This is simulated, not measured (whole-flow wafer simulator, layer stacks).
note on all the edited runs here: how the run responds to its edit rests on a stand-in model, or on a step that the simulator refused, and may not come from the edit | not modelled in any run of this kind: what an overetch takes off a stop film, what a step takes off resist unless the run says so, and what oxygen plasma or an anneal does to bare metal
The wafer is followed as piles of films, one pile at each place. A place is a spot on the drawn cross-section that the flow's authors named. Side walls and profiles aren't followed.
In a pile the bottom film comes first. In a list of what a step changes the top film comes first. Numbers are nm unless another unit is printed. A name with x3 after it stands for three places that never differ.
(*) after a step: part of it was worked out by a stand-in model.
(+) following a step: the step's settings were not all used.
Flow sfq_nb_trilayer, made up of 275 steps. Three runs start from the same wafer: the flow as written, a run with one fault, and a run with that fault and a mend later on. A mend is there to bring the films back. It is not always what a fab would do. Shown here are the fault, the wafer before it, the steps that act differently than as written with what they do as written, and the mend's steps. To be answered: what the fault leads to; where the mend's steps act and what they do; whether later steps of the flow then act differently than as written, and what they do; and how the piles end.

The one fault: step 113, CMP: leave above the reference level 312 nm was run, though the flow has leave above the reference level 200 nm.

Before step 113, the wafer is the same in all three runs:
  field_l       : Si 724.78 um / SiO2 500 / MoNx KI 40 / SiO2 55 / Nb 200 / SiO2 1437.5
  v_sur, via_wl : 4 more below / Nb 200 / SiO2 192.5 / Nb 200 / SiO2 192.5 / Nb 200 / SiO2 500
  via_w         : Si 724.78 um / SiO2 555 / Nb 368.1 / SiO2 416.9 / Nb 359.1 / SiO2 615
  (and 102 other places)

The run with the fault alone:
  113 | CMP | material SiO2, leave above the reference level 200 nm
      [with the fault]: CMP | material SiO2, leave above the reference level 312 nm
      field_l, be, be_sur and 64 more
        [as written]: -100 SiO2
        [with the fault]: nothing
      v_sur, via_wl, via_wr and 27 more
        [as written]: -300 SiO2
        [with the fault]: -188 SiO2
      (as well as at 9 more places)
  Steps later in the flow that act otherwise than as written (6 other steps are not shown; they differ only slightly, by no more than 2% or 0.5 nm, whichever is larger):
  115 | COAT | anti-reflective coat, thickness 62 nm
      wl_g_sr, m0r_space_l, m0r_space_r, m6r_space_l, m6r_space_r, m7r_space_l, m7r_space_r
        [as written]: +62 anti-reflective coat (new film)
        [with the fault]: +63.7 anti-reflective coat (new film)
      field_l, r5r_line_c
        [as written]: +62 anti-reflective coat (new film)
        [with the fault]: +63.9 anti-reflective coat (new film)
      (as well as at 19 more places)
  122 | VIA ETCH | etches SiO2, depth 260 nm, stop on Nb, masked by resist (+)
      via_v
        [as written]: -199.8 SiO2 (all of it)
        [with the fault]: -260 SiO2
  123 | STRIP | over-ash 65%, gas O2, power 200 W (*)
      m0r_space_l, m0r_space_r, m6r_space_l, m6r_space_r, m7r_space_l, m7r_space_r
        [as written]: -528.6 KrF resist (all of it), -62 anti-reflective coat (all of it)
        [with the fault]: -530.6 KrF resist (all of it), -63.7 anti-reflective coat (all of it)
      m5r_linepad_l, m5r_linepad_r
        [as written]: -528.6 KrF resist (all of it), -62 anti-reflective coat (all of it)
        [with the fault]: -526.9 KrF resist (all of it), -67.5 anti-reflective coat (all of it)
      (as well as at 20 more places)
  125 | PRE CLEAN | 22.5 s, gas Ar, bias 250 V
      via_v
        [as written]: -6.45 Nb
        [with the fault]: -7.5 SiO2
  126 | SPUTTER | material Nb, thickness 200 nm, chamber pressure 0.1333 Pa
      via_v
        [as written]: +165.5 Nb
        [with the fault]: +152.6 Nb (new film)
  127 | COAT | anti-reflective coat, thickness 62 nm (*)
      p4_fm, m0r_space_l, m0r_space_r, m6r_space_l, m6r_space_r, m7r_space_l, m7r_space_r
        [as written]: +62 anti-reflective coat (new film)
        [with the fault]: +63.5 anti-reflective coat (new film)
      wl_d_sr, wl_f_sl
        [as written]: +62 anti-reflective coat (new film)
        [with the fault]: +64 anti-reflective coat (new film)
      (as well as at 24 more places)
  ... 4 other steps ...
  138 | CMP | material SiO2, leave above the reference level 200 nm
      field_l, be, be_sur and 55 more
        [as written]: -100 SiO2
        [with the fault]: -88 SiO2
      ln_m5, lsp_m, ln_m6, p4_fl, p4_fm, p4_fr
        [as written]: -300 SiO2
        [with the fault]: -288 SiO2
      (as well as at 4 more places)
  At field_l, v_sur, via_wl and 103 more, the piles at the end differ from the flow's by more than 2% or 0.5 nm, whichever is larger.
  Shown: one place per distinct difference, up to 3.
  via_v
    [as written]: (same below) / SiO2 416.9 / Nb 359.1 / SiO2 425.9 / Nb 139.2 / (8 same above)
    [with the fault]: (same below) / SiO2 416.9 / Nb 200 / SiO2 44.3 / Nb 152.6 / SiO2 500.1 / Nb 139.2 / (8 same above)
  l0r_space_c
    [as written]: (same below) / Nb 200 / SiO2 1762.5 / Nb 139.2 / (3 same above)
    [with the fault]: (same below) / Nb 200 / SiO2 1874.5 / Nb 139.2 / (3 same above)
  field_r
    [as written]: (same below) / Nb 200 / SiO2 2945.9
    [with the fault]: (same below) / Nb 200 / SiO2 3057.9

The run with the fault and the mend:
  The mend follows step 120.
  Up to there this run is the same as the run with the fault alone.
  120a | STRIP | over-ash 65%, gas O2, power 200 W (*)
      r_sur, res, r_end and 7 more
        -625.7 KrF resist (all of it), -62.1 anti-reflective coat (all of it)
      m0r_line_l, m0r_line_r, m6r_line_l, m6r_line_r, m7r_line_l, m7r_line_r
        -627.2 KrF resist (all of it), -62.4 anti-reflective coat (all of it)
      m0r_space_l, m0r_space_r, m6r_space_l, m6r_space_r, m7r_space_l, m7r_space_r
        -626.3 KrF resist (all of it), -63.7 anti-reflective coat (all of it)
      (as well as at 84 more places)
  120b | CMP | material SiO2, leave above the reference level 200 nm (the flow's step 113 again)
      field_l, be, be_sur and 64 more
        -100 SiO2
      v_sur, via_wl, via_w and 36 more
        -112 SiO2
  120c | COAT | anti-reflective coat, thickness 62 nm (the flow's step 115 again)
      field_l, v_sur, via_wl and 103 more
        +62 anti-reflective coat (new film)
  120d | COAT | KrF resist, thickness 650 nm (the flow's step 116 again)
      field_l, v_sur, via_wl and 103 more
        +650 KrF resist (new film)
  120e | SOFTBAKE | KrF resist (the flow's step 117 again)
      does not change any film at any place that is followed
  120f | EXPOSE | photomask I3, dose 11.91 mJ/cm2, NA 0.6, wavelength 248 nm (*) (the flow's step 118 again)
      does not change any film at any place that is followed
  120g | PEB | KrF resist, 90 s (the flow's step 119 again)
      field_l, v_sur, via_wl and 103 more
        -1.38 KrF resist
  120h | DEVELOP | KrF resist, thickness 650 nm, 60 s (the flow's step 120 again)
      field_l, v_sur, via_wl and 102 more
        -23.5 KrF resist
      via_v
        -648.6 KrF resist (all of it)
  Every later step of the flow that is run acts as written at every place that is followed.
  The piles end the same as the flow's at every place that both follow.
